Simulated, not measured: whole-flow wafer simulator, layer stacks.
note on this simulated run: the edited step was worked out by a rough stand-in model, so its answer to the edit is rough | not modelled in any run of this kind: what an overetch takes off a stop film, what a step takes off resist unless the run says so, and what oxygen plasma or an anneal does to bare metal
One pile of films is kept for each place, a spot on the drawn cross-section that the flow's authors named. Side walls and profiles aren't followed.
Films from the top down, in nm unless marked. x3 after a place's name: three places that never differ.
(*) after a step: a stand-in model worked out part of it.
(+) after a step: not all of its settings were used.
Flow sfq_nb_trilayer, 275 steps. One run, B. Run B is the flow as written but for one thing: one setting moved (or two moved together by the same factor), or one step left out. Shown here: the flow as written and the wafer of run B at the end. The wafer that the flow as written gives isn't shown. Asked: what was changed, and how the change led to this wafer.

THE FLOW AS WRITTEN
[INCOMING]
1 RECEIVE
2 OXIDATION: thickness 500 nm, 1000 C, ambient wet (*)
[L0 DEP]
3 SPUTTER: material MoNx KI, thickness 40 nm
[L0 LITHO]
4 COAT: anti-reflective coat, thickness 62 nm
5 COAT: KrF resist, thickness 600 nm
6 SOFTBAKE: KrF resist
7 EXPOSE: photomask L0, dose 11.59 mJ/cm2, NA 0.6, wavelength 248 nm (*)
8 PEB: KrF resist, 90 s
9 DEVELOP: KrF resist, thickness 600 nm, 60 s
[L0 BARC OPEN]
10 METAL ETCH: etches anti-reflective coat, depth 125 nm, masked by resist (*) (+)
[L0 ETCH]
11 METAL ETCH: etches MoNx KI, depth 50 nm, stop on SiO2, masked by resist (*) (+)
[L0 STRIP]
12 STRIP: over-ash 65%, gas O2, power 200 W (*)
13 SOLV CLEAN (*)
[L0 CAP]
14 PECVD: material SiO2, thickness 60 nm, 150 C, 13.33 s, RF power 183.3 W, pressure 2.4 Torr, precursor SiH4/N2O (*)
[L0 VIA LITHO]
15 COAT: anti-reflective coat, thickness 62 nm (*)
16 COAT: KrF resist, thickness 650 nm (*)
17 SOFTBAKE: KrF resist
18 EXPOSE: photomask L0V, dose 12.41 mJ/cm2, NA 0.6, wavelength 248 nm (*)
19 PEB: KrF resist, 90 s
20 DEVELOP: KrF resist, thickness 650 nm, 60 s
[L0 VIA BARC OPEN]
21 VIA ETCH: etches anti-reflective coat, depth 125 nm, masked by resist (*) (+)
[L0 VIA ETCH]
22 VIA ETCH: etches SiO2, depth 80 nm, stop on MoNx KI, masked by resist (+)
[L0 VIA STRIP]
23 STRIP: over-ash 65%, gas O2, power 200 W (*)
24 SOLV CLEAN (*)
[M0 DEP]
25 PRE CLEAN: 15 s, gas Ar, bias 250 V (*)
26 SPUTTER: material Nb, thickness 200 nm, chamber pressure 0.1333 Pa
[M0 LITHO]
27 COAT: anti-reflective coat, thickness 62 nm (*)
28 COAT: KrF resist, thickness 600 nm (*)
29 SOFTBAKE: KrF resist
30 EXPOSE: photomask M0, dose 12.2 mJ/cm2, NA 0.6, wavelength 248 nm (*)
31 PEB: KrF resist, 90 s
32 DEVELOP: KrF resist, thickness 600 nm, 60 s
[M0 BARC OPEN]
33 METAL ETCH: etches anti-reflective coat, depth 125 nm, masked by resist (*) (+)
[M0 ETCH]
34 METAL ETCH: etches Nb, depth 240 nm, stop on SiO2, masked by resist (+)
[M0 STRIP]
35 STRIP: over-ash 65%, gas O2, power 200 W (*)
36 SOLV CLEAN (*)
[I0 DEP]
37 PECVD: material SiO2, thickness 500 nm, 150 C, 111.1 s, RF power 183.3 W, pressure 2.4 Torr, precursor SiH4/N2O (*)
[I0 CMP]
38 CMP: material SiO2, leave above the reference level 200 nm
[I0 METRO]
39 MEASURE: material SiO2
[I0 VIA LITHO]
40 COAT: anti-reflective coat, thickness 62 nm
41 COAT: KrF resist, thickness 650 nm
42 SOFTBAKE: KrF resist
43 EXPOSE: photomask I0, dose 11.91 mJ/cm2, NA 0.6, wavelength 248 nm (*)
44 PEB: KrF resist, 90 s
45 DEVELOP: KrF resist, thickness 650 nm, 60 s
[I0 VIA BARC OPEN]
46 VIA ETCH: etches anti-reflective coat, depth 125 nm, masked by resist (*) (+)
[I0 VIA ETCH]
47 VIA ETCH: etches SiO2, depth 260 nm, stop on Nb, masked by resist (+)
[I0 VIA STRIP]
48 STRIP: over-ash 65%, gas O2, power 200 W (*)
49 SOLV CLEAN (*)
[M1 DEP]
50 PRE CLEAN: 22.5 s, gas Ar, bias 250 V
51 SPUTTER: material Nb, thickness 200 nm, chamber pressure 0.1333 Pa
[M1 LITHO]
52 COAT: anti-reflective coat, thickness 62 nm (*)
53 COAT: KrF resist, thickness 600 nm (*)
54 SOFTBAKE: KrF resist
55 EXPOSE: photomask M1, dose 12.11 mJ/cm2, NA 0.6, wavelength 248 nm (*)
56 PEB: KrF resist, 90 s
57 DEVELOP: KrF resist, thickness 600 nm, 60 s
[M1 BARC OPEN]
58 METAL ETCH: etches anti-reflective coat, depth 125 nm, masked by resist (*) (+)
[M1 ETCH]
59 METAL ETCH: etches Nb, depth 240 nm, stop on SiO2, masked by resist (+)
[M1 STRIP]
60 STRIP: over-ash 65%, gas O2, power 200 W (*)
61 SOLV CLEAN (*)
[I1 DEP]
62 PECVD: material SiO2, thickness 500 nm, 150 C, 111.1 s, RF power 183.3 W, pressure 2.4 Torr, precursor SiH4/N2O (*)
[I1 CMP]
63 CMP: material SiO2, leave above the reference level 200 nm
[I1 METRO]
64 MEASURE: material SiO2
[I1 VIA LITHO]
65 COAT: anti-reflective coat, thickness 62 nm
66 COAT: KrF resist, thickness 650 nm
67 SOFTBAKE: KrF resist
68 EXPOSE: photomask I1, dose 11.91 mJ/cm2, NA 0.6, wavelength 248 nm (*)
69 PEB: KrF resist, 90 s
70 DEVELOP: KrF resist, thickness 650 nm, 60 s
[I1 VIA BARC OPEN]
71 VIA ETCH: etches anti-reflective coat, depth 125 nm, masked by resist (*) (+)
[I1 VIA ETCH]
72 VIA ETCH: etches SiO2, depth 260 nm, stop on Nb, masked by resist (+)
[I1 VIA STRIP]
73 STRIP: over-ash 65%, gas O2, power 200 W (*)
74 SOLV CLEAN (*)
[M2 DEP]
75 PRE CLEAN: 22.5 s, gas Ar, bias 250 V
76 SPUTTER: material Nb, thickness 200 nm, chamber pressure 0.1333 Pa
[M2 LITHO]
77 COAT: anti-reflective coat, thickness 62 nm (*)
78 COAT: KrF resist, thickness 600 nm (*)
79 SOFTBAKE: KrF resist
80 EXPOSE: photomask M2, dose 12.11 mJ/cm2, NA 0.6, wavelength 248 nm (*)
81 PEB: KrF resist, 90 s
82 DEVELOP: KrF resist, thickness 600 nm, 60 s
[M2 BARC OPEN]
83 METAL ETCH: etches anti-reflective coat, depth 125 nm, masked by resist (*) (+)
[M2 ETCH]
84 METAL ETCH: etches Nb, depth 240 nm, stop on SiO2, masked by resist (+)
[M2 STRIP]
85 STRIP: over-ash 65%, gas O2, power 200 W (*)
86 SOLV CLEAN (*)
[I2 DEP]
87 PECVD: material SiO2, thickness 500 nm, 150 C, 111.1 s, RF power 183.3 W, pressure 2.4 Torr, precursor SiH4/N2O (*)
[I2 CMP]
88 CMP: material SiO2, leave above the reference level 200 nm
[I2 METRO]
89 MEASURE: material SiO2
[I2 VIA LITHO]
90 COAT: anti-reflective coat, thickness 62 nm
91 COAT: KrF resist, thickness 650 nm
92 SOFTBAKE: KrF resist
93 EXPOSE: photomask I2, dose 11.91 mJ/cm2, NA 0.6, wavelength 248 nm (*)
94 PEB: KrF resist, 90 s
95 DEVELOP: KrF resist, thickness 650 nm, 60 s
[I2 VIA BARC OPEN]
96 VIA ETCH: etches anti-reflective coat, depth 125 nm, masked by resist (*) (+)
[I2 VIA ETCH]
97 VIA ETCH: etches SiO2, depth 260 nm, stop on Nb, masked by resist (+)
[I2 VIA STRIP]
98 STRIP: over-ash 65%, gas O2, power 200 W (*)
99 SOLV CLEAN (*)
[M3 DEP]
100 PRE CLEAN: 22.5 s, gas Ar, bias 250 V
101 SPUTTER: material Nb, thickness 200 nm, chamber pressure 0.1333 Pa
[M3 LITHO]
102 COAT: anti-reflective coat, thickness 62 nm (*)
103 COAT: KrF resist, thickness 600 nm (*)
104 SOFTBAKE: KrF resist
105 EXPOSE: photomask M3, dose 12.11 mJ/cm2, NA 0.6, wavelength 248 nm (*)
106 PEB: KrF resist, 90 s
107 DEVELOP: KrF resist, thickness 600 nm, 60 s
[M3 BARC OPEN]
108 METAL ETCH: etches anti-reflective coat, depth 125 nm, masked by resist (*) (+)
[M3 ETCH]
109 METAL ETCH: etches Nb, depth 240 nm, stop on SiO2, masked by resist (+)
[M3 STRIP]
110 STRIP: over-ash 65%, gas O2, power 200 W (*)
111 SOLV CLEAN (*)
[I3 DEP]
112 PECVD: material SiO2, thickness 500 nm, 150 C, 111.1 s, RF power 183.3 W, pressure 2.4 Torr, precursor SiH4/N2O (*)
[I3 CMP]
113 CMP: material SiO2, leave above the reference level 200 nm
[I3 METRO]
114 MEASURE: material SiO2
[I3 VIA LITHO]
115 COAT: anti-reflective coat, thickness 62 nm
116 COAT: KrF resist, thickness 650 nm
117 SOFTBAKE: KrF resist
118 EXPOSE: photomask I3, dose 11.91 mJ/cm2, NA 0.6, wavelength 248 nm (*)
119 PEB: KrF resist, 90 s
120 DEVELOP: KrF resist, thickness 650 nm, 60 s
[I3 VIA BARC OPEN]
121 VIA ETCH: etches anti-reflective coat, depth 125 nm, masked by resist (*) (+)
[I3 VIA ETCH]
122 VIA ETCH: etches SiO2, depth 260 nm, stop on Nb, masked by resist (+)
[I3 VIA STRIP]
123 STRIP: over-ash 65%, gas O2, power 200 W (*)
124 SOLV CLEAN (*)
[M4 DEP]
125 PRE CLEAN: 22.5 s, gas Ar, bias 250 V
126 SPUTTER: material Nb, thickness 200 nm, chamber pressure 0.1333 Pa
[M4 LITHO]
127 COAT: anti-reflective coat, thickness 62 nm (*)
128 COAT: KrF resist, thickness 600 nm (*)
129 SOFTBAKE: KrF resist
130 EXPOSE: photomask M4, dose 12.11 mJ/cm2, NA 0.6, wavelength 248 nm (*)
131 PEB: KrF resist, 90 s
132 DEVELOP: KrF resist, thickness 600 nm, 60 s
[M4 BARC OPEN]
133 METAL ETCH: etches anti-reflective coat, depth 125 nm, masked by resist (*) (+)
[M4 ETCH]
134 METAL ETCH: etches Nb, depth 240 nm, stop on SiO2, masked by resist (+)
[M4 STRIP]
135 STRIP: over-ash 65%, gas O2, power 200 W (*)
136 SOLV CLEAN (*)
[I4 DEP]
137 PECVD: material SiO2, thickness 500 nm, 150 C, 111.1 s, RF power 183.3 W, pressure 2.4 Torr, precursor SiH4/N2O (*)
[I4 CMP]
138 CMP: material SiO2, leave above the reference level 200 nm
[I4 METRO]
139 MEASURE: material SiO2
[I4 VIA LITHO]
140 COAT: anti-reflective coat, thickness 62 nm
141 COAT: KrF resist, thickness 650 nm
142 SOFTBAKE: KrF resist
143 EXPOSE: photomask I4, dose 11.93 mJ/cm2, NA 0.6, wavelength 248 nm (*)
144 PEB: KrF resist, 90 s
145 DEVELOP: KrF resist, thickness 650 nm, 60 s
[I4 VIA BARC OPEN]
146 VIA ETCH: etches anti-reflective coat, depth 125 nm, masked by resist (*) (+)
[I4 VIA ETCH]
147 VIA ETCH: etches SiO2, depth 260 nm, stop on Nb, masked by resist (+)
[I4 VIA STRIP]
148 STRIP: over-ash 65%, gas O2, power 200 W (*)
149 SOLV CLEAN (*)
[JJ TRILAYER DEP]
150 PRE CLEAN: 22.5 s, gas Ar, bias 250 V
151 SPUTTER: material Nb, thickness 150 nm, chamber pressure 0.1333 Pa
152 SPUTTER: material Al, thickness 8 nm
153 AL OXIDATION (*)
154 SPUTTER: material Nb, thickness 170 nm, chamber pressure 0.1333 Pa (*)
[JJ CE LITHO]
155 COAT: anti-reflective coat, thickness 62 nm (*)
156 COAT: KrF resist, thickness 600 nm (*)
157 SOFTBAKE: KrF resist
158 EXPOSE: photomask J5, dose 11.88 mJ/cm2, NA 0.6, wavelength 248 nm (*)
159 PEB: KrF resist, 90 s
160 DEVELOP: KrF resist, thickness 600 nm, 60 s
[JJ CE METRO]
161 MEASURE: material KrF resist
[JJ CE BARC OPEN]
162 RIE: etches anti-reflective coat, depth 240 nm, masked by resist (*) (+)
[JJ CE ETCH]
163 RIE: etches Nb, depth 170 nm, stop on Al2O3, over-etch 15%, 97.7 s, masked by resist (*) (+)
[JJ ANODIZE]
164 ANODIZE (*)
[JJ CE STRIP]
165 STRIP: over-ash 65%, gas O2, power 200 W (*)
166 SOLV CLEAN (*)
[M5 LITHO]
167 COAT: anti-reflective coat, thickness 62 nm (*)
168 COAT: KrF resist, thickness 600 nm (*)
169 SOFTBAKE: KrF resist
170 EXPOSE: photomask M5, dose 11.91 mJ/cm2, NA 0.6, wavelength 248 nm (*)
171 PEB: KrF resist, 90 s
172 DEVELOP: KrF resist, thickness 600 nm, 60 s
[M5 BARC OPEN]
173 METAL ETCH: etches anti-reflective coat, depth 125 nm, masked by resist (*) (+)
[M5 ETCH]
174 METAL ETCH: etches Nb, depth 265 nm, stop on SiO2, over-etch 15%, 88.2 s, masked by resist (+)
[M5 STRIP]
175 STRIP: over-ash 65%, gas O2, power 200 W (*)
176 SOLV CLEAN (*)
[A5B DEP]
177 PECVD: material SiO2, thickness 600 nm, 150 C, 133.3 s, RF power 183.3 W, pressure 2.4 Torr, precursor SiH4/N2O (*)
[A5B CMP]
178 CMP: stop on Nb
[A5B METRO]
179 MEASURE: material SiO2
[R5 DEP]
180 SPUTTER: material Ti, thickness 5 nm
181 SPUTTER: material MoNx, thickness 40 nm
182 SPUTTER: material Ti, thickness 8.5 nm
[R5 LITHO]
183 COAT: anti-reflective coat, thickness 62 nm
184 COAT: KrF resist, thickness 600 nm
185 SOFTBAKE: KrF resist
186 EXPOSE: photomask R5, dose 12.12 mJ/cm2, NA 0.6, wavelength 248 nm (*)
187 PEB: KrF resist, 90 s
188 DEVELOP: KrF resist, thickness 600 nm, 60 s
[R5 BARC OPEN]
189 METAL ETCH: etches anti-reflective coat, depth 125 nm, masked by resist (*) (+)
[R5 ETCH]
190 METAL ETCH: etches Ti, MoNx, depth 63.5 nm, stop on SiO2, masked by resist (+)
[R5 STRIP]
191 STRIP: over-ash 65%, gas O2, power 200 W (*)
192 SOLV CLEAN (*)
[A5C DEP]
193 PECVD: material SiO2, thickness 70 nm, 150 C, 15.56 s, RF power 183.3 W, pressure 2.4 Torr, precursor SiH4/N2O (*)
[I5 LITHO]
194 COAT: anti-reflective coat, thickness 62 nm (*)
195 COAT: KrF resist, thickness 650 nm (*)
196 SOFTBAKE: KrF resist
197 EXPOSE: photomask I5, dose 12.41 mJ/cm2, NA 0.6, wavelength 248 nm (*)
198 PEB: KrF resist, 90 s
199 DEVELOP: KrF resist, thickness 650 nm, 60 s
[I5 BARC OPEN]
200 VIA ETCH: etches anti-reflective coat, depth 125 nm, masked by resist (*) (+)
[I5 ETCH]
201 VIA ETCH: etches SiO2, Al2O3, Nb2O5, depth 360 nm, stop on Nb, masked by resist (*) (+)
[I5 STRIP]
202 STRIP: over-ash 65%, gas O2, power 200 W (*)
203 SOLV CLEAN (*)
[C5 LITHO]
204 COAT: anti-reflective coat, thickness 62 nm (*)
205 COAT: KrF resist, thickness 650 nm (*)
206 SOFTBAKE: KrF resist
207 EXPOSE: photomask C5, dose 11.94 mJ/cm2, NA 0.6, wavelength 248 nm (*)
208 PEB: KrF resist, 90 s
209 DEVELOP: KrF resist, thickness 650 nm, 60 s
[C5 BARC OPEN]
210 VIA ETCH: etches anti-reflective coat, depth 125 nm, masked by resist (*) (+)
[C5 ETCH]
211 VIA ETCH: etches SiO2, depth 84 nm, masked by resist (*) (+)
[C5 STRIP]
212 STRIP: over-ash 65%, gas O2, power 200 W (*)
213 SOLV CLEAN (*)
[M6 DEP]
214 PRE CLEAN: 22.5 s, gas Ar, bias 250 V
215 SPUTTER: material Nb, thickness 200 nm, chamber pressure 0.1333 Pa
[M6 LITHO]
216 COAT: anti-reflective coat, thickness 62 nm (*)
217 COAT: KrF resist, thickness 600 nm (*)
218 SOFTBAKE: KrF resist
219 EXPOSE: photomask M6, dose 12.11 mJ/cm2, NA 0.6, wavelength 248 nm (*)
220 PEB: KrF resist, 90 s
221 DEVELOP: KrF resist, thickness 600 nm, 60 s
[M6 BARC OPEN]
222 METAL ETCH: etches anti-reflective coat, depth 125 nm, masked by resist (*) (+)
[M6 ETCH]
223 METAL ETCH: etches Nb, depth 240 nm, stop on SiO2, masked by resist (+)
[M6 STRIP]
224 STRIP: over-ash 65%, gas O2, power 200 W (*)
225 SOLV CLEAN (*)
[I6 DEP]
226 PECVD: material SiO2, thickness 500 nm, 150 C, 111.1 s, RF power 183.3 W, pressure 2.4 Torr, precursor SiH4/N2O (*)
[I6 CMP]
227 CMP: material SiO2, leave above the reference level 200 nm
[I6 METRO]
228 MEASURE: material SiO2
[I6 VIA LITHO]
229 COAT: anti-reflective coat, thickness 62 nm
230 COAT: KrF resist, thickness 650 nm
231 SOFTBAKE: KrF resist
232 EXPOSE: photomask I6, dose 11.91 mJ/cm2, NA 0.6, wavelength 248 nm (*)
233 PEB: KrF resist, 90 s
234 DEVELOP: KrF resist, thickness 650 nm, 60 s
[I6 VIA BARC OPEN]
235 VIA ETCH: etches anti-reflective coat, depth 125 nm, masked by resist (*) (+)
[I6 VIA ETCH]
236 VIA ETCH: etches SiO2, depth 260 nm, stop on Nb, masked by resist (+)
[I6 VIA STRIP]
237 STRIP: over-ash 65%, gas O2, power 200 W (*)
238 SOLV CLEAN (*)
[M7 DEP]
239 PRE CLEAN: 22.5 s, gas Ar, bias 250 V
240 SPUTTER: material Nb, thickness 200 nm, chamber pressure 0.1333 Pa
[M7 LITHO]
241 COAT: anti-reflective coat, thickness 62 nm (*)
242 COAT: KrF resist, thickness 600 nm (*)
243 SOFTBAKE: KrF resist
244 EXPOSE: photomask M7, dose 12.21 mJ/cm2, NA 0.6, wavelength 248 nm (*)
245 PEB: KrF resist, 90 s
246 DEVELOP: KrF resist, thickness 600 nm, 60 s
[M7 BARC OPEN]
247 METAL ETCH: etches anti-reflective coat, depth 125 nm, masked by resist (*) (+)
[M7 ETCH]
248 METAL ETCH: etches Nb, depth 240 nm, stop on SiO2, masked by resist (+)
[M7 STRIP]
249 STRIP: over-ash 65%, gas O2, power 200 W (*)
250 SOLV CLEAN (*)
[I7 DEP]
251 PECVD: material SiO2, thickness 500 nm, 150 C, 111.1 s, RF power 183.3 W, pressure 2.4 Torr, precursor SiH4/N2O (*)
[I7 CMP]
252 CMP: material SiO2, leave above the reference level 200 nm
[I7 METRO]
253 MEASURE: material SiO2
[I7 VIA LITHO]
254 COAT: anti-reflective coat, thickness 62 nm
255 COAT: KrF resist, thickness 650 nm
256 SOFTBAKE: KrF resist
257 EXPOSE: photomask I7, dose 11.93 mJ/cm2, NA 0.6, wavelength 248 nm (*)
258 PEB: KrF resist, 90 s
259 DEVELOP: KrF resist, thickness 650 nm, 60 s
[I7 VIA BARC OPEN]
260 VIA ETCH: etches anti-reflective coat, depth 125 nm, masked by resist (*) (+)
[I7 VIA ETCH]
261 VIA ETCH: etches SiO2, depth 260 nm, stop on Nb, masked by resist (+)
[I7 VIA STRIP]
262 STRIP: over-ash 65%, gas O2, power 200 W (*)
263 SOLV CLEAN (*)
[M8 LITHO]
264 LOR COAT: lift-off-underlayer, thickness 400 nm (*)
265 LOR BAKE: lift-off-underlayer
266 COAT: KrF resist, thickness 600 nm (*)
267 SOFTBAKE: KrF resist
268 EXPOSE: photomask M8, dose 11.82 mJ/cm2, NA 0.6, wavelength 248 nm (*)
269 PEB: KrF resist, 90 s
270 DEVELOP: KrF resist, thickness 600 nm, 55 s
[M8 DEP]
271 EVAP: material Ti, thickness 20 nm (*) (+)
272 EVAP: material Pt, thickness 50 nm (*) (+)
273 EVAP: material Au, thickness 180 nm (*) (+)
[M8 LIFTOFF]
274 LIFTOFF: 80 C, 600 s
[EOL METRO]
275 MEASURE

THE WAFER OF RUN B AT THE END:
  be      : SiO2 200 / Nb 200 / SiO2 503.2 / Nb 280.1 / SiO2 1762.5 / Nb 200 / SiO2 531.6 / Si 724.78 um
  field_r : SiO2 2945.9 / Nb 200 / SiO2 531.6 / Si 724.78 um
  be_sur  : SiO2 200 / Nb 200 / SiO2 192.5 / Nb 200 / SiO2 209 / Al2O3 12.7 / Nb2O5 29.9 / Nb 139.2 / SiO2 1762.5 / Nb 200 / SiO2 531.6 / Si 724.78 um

The cause: step 14, PECVD: thickness 36.6 nm was run, where the flow has thickness 60 nm; step 14, PECVD: 8.133 s was run, where the flow has 13.33 s.

How the change led to this, step by step:
  14 PECVD: material SiO2, thickness 60 nm, 150 C, 13.33 s, RF power 183.3 W, pressure 2.4 Torr, precursor SiH4/N2O (*)
      v_sur, via_wl, via_w and 97 more: SiO2 +36.6 (as written it would be: SiO2 +60)
      field_l, l0_sur, l0v, l0r_line_l, l0r_line_c, l0r_line_r: SiO2 +36.6 (new film) (as written it would be: SiO2 +60 (new film))
  22 VIA ETCH: etches SiO2, depth 80 nm, stop on MoNx KI, masked by resist (+)
      field_l, v_sur, via_wl and 102 more: KrF resist -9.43 (as written it would be: KrF resist -13.8)
      l0v: SiO2 -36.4 (all of it) (as written it would be: SiO2 -59.8 (all of it))
  26 SPUTTER: material Nb, thickness 200 nm, chamber pressure 0.1333 Pa
      l0v: Nb +200 (new film) (as written it would be: Nb +195.7 (new film))
  27 COAT: anti-reflective coat, thickness 62 nm (*)
      l0_sur: anti-reflective coat +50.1 (new film) (as written it would be: anti-reflective coat +47.5 (new film))
      l0v: anti-reflective coat +70.6 (new film) (as written it would be: anti-reflective coat +78 (new film))
  28 COAT: KrF resist, thickness 600 nm (*)
      l0v: KrF resist +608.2 (new film) (as written it would be: KrF resist +622.9 (new film))
  35 STRIP: over-ash 65%, gas O2, power 200 W (*)
      l0_sur: KrF resist -373.5 (all of it), anti-reflective coat -50.1 (all of it) (as written it would be: KrF resist -372 (all of it), anti-reflective coat -47.5 (all of it))
      l0v: KrF resist -390.6 (all of it), anti-reflective coat -70.6 (all of it) (as written it would be: KrF resist -405.3 (all of it), anti-reflective coat -78 (all of it))
  38 CMP: material SiO2, leave above the reference level 200 nm
      l0v: SiO2 -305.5 (as written it would be: SiO2 -277.8)
